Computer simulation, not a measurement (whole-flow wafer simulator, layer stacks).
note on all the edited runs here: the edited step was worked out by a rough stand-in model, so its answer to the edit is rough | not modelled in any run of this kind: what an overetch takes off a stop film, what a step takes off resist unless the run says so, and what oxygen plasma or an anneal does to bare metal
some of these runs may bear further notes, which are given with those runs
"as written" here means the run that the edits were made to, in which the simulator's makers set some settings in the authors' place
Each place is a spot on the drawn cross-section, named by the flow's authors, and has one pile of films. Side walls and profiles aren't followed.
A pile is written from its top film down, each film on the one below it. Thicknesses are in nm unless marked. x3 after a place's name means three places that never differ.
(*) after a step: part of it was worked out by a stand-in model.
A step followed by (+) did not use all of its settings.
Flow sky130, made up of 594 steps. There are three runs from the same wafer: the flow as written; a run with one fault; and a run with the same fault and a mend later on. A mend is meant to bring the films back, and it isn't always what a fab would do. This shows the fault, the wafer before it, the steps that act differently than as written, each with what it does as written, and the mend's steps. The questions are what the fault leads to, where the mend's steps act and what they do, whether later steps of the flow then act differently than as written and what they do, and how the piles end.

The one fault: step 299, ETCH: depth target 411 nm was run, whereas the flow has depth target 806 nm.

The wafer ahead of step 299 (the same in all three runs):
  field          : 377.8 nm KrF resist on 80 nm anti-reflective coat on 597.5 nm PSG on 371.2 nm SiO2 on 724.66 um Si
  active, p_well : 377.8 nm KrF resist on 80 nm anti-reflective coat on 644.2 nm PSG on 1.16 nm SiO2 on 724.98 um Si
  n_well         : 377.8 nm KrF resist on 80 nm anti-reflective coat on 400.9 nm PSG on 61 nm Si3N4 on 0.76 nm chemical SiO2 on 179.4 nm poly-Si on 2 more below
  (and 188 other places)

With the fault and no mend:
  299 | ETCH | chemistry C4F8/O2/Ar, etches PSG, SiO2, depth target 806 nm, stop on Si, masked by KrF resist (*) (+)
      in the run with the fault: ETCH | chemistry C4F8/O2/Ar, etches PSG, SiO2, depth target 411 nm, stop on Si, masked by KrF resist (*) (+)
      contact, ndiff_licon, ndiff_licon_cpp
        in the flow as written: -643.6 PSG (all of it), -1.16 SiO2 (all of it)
        in the run with the fault: -411 PSG
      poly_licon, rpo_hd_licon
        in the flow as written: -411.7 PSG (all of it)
        in the run with the fault: -411 PSG
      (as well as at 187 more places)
  Steps further on in the flow that do not act as written (3 more steps, not shown, differ only slightly: by at most 2% or 0.5 nm, whichever is larger):
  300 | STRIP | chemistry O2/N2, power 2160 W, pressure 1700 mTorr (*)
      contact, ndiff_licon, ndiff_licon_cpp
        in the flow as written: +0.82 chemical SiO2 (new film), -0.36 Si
        in the run with the fault: nothing
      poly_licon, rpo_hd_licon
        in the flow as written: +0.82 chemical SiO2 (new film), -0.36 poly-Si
        in the run with the fault: nothing
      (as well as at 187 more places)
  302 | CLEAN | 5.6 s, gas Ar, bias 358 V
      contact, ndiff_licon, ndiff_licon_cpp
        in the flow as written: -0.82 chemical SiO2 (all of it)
        in the run with the fault: -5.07 PSG
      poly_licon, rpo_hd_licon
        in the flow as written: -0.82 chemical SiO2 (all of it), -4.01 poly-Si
        in the run with the fault: -0.69 PSG (all of it), -4.14 poly-Si
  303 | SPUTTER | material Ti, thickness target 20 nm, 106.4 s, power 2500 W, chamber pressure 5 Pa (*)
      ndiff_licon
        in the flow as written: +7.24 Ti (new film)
        in the run with the fault: +10.3 Ti (new film)
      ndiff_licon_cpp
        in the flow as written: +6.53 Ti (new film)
        in the run with the fault: +10.2 Ti (new film)
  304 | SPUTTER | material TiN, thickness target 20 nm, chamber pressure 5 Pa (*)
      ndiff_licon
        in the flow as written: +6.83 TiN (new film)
        in the run with the fault: +9.91 TiN (new film)
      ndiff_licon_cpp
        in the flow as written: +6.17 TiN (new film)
        in the run with the fault: +9.79 TiN (new film)
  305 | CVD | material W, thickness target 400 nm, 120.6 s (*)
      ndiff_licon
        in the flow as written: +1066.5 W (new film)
        in the run with the fault: +831.4 W (new film)
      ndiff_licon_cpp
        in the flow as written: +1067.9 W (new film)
        in the run with the fault: +831.6 W (new film)
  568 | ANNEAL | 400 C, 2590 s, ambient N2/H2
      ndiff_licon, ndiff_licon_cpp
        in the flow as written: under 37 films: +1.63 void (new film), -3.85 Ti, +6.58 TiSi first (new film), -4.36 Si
        in the run with the fault: nothing
  At ndiff_licon, ndiff_licon_cpp, the piles at the end differ from the flow's by more than 2% or 0.5 nm, whichever is larger.
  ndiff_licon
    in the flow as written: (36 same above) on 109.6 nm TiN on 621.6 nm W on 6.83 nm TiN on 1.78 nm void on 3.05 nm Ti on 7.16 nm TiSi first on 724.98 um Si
    in the run with the fault: (36 same above) on 109.6 nm TiN on 386.4 nm W on 9.91 nm TiN on 10.3 nm Ti on 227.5 nm PSG on 1.16 nm SiO2 on 724.98 um Si
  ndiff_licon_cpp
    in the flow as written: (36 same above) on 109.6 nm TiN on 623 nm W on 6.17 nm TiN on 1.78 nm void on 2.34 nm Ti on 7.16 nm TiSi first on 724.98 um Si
    in the run with the fault: (36 same above) on 109.6 nm TiN on 386.7 nm W on 9.79 nm TiN on 10.2 nm Ti on 227.5 nm PSG on 1.16 nm SiO2 on 724.98 um Si

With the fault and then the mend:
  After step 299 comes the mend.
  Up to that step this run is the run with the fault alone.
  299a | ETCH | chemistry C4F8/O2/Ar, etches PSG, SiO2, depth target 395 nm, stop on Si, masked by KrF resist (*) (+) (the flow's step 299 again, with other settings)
      field, active, n_well and 184 more
        -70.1 KrF resist
      contact, ndiff_licon, ndiff_licon_cpp
        -232.6 PSG (all of it), -1.16 SiO2 (all of it)
      poly_licon, rpo_hd_licon
        -0.69 PSG (all of it)
  Steps further on in the flow that do not act as written (2 more steps, not shown, differ only slightly: by at most 2% or 0.5 nm, whichever is larger):
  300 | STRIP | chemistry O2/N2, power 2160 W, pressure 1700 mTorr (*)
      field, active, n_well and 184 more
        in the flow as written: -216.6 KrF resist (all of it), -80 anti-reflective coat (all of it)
        in the run with the mend: -225.5 KrF resist (all of it), -80 anti-reflective coat (all of it)
  At the end the piles are close to the flow's at the places that both follow, differing by at most 2% or 0.5 nm, whichever is larger.
